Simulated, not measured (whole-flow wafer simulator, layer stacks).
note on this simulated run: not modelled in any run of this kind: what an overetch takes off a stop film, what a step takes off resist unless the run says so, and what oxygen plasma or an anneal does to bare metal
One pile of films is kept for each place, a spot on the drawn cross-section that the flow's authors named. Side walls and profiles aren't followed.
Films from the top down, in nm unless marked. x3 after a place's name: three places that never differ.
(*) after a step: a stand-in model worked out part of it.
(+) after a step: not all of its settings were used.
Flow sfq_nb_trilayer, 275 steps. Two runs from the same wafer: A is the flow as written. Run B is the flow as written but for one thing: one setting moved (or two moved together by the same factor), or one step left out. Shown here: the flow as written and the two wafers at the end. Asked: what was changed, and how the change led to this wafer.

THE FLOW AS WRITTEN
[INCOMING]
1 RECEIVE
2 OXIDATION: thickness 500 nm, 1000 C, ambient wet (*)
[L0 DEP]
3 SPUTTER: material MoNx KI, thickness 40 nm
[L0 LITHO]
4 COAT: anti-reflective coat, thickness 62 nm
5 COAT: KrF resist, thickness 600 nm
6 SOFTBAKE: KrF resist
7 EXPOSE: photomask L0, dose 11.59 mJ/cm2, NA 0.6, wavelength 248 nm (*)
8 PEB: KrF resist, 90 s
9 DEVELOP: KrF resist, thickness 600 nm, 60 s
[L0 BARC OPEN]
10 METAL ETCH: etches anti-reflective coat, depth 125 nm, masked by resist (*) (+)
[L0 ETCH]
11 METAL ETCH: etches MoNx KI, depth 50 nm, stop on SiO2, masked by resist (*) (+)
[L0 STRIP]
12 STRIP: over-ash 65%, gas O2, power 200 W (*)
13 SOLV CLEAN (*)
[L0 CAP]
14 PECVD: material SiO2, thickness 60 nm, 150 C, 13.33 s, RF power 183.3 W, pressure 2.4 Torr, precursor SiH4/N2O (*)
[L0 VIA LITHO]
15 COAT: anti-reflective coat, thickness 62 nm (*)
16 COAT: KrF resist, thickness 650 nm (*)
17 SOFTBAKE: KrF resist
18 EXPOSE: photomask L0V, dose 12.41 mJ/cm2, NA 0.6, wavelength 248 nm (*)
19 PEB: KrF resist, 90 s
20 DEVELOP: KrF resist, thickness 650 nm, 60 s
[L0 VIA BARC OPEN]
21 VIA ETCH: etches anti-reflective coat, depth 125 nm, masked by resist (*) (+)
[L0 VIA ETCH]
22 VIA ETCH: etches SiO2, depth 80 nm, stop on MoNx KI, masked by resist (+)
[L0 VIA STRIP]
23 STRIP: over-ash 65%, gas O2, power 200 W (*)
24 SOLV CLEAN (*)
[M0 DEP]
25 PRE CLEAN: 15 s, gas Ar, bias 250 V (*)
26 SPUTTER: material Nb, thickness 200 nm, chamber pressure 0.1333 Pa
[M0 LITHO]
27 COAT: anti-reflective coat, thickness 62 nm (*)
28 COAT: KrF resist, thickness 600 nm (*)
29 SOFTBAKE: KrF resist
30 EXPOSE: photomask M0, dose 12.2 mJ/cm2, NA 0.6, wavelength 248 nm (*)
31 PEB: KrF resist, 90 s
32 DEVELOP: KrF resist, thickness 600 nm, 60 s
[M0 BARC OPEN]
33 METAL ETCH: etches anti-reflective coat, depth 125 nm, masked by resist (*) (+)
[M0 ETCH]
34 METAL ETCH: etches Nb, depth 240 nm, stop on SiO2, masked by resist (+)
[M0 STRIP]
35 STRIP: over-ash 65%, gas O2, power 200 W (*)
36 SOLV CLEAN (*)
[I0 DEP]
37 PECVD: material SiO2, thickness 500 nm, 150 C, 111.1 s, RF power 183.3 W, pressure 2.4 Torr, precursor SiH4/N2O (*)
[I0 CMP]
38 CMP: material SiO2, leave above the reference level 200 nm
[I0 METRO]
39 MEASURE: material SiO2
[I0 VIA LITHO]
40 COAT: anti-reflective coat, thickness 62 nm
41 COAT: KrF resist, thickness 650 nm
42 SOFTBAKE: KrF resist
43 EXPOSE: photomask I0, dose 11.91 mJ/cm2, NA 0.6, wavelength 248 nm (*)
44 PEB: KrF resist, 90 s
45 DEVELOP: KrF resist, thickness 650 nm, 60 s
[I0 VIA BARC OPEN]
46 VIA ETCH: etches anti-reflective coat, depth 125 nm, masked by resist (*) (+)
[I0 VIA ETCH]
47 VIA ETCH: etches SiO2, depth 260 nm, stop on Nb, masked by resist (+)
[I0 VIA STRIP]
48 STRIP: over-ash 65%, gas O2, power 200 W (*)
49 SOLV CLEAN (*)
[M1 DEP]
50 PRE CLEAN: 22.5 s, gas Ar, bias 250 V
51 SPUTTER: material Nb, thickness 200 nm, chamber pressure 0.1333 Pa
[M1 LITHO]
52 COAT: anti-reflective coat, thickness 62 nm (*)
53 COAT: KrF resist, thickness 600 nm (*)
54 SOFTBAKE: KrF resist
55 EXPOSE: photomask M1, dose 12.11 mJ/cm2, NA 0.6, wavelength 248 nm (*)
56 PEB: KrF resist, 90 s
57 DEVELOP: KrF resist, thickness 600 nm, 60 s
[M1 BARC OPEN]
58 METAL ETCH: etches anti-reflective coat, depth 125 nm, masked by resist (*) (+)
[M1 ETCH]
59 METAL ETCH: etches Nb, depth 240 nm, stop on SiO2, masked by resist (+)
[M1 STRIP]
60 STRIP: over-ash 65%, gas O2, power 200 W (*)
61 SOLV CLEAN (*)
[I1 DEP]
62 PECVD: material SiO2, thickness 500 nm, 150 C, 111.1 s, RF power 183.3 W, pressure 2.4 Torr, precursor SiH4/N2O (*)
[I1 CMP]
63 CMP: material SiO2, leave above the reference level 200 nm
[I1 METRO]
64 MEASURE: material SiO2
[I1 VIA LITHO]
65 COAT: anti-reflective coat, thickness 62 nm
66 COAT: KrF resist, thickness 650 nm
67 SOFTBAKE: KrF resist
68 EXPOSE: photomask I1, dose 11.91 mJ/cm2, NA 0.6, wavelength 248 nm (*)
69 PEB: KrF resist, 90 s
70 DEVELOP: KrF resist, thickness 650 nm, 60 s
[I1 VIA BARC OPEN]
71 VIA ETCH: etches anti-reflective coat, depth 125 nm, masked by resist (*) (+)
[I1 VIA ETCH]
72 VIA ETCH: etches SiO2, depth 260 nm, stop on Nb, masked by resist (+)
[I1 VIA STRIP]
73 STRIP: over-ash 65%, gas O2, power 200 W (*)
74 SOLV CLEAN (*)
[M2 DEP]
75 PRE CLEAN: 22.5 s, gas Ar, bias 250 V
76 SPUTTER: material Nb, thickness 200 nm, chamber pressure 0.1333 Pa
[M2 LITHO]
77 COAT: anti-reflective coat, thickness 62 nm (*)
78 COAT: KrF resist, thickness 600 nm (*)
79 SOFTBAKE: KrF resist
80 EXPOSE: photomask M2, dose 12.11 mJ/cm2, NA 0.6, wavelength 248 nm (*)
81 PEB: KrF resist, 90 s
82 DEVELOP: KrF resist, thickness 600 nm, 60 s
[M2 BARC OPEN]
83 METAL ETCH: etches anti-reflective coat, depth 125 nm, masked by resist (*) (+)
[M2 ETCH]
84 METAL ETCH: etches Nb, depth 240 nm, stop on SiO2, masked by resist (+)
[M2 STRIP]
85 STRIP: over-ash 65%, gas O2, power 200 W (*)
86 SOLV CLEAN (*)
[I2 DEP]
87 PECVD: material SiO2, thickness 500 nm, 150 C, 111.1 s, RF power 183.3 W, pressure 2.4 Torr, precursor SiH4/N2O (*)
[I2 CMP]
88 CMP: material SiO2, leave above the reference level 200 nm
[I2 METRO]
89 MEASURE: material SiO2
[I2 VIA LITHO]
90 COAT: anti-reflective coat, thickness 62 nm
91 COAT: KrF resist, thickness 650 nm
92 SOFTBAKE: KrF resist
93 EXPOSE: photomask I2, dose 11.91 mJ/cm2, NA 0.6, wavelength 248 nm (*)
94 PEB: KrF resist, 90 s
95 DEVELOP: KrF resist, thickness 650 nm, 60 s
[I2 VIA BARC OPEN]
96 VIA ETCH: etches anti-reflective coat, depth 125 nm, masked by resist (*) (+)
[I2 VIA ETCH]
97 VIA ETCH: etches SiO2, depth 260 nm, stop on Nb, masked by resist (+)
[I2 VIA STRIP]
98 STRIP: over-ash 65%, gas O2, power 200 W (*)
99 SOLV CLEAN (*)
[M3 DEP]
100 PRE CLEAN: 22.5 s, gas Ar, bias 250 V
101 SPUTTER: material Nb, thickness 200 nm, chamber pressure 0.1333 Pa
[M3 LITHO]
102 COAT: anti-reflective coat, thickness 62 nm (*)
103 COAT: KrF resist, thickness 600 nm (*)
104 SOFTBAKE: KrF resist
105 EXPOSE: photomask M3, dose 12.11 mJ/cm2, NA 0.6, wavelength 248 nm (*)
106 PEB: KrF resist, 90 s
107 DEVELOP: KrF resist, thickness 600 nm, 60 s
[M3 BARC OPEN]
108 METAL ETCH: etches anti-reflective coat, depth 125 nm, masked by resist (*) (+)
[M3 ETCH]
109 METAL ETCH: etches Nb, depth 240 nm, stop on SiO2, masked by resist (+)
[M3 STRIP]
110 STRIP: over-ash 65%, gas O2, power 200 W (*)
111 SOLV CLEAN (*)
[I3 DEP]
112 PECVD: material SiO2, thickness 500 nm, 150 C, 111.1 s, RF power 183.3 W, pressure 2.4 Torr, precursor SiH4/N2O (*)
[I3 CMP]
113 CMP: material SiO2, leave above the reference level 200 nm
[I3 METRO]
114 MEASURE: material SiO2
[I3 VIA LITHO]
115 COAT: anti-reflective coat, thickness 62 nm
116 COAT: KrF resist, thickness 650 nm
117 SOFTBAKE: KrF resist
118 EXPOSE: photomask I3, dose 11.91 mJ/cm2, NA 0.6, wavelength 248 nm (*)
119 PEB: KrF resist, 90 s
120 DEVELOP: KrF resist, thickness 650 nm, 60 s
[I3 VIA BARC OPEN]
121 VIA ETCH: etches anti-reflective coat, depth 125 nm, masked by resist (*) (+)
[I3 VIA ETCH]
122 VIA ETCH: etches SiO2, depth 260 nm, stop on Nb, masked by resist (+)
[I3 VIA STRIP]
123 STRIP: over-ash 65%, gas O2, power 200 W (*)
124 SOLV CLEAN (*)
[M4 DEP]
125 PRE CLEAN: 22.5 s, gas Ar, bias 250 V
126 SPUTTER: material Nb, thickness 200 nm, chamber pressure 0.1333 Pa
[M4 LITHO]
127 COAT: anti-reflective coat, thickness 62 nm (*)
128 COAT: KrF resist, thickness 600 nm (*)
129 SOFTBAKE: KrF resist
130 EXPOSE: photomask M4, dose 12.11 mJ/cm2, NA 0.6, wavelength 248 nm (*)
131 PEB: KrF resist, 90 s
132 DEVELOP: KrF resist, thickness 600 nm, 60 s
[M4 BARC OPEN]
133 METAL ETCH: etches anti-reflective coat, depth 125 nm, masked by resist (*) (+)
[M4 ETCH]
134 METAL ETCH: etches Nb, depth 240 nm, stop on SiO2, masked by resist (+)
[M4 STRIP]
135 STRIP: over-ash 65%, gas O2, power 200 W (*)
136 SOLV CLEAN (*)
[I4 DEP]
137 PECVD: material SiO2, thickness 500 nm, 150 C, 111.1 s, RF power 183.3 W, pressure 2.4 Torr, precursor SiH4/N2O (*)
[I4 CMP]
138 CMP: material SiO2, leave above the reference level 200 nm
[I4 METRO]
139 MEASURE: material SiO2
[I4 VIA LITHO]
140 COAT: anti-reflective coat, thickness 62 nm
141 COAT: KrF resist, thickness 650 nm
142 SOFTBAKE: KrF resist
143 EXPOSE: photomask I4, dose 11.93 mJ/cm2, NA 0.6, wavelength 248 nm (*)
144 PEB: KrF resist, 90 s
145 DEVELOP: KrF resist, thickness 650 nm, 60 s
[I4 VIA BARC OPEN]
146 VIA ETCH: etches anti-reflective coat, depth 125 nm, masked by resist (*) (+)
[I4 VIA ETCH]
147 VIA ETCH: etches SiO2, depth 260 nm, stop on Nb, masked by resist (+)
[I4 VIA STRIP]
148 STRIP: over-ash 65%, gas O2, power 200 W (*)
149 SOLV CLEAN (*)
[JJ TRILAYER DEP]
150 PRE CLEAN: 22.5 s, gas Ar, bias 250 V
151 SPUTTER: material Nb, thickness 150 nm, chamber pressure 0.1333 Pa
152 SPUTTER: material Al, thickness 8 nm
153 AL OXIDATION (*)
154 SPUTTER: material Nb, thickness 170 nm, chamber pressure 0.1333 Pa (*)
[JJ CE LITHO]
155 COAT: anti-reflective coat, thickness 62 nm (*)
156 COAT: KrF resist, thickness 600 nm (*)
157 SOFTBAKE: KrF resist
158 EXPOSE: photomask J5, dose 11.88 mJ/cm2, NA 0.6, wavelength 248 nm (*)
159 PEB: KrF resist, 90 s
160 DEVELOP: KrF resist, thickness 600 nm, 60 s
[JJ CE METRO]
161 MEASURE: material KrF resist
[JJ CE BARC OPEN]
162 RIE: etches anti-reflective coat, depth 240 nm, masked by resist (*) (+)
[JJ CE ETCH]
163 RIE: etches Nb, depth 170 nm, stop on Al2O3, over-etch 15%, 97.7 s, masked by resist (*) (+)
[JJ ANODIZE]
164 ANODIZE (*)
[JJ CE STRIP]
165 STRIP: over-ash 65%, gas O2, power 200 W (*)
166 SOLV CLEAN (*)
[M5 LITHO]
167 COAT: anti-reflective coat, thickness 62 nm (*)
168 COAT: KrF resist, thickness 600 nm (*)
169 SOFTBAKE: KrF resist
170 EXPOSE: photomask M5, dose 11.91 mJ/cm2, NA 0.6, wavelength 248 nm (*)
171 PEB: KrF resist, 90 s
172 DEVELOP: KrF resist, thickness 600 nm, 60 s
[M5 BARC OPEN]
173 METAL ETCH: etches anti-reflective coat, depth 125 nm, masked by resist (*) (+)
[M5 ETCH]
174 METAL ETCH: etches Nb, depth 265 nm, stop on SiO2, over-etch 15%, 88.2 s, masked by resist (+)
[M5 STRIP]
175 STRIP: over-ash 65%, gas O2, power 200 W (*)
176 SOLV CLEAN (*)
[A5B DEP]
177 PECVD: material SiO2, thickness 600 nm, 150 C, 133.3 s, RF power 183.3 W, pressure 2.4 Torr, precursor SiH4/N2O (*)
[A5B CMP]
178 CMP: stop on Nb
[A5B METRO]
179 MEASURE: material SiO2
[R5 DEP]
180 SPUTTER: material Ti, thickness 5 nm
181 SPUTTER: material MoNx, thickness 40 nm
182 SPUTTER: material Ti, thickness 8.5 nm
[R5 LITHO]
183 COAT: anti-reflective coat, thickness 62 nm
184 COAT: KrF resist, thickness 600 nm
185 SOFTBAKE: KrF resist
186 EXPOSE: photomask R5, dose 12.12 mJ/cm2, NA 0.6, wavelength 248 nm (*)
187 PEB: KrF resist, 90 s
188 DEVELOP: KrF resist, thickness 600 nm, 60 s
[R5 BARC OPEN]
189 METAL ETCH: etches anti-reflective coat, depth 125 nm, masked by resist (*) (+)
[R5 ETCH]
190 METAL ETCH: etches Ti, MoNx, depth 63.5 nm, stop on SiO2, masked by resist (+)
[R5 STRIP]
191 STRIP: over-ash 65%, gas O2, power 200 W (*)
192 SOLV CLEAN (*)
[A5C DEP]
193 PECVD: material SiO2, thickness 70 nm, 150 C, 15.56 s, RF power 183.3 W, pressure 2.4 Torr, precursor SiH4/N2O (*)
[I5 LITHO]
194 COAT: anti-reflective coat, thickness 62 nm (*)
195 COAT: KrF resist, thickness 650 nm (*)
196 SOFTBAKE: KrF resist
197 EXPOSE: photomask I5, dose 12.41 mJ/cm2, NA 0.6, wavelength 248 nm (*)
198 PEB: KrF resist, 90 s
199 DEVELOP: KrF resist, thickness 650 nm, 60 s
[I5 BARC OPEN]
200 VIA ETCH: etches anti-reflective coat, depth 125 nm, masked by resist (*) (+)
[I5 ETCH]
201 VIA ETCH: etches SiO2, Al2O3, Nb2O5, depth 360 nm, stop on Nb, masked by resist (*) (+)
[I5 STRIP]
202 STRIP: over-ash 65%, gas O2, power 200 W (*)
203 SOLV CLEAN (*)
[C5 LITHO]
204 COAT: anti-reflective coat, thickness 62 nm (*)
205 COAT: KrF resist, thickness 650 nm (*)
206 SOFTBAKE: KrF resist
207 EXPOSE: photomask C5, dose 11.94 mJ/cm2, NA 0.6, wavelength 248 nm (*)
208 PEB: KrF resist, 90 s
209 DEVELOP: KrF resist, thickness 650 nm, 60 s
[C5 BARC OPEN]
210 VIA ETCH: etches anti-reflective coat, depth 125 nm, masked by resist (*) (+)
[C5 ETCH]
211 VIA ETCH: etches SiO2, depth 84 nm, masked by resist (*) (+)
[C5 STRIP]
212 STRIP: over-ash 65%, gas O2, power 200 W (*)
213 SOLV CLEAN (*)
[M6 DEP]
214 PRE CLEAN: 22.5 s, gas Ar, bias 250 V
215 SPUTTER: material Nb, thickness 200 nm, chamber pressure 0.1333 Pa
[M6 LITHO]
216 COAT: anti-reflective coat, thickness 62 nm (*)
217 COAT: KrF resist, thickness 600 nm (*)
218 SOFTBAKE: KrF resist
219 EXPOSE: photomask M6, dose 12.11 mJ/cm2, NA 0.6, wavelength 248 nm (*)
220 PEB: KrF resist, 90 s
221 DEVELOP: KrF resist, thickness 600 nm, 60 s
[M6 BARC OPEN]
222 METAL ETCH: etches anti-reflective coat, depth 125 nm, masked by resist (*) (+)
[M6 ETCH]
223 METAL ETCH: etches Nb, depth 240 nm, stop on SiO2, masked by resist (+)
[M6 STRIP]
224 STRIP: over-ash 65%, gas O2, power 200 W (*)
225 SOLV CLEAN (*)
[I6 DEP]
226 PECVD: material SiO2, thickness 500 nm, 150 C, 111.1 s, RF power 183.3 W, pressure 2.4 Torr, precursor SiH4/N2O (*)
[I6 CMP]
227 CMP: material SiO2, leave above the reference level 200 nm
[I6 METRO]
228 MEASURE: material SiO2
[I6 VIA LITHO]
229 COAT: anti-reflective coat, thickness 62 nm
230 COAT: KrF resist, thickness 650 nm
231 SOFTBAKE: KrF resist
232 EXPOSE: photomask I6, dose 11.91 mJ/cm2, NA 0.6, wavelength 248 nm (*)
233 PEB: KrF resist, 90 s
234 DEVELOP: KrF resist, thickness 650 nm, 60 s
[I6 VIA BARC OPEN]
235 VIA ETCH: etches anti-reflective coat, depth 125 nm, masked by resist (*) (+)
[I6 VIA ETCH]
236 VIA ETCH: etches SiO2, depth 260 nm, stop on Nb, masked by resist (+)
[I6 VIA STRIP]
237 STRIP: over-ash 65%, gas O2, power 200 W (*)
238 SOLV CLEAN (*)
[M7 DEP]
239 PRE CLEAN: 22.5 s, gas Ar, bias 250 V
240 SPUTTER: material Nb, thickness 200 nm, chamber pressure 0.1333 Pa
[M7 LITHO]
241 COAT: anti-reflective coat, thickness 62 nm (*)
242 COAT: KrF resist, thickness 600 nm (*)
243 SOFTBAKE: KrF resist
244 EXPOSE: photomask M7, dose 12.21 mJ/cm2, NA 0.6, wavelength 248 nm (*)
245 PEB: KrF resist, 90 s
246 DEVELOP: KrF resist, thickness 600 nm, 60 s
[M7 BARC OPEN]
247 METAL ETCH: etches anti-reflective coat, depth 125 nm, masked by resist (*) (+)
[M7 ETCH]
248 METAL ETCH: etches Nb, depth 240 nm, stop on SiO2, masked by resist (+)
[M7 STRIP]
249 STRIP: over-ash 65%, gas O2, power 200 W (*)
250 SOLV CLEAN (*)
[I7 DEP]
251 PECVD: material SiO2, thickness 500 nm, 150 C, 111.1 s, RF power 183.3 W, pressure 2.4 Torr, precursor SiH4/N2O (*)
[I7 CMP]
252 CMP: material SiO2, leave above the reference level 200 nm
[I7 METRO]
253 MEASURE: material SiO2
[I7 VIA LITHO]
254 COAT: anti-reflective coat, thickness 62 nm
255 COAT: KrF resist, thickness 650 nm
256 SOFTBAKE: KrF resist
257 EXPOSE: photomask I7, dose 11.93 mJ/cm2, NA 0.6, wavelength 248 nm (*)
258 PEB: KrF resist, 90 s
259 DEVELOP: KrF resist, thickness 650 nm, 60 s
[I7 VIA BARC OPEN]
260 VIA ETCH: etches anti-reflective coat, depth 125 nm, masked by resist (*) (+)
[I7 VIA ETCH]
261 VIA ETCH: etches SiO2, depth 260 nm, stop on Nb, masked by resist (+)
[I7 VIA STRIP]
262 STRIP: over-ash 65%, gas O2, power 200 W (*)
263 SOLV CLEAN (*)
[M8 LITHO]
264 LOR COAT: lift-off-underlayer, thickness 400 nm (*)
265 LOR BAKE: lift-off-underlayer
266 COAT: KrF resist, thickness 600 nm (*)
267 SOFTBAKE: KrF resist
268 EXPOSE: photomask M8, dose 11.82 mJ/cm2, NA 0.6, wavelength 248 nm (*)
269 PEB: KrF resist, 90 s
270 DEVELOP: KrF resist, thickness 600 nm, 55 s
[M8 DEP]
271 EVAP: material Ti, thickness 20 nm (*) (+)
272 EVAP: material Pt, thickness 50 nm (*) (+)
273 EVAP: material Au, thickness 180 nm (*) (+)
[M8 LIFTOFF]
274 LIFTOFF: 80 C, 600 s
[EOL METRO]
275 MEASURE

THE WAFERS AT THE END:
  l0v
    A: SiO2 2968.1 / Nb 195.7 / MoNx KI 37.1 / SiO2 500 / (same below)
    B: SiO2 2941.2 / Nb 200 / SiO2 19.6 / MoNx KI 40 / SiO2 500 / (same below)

The cause: step 22, VIA ETCH: depth 35.2 nm was run, where the flow has depth 80 nm.

How the change led to this, step by step:
  22 VIA ETCH: etches SiO2, depth 80 nm, stop on MoNx KI, masked by resist (+)
      l0v: A SiO2 -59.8 (all of it) | B SiO2 -35.2
      field_l, v_sur, via_wl and 102 more: A KrF resist -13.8 | B KrF resist -6.07
  25 PRE CLEAN: 15 s, gas Ar, bias 250 V (*)
      l0v: A MoNx KI -2.91 | B SiO2 -5
  26 SPUTTER: material Nb, thickness 200 nm, chamber pressure 0.1333 Pa
      l0v: A Nb +195.7 (new film) | B Nb +200 (new film)
  27 COAT: anti-reflective coat, thickness 62 nm (*)
      l0_sur: A anti-reflective coat +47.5 (new film) | B anti-reflective coat +50 (new film)
      l0v: A anti-reflective coat +78 (new film) | B anti-reflective coat +70.8 (new film)
  28 COAT: KrF resist, thickness 600 nm (*)
      l0v: A KrF resist +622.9 (new film) | B KrF resist +608.6 (new film)
  35 STRIP: over-ash 65%, gas O2, power 200 W (*)
      l0_sur: A KrF resist -372 (all of it), anti-reflective coat -47.5 (all of it) | B KrF resist -373.4 (all of it), anti-reflective coat -50 (all of it)
      l0v: A KrF resist -405.3 (all of it), anti-reflective coat -78 (all of it) | B KrF resist -391 (all of it), anti-reflective coat -70.8 (all of it)
  38 CMP: material SiO2, leave above the reference level 200 nm
      l0v: A SiO2 -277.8 | B SiO2 -304.6
Counting metal films that touch as one body, l0v has 2 bodies (between them, from the top down: SiO2 19.6); the flow as written gives 1 body.
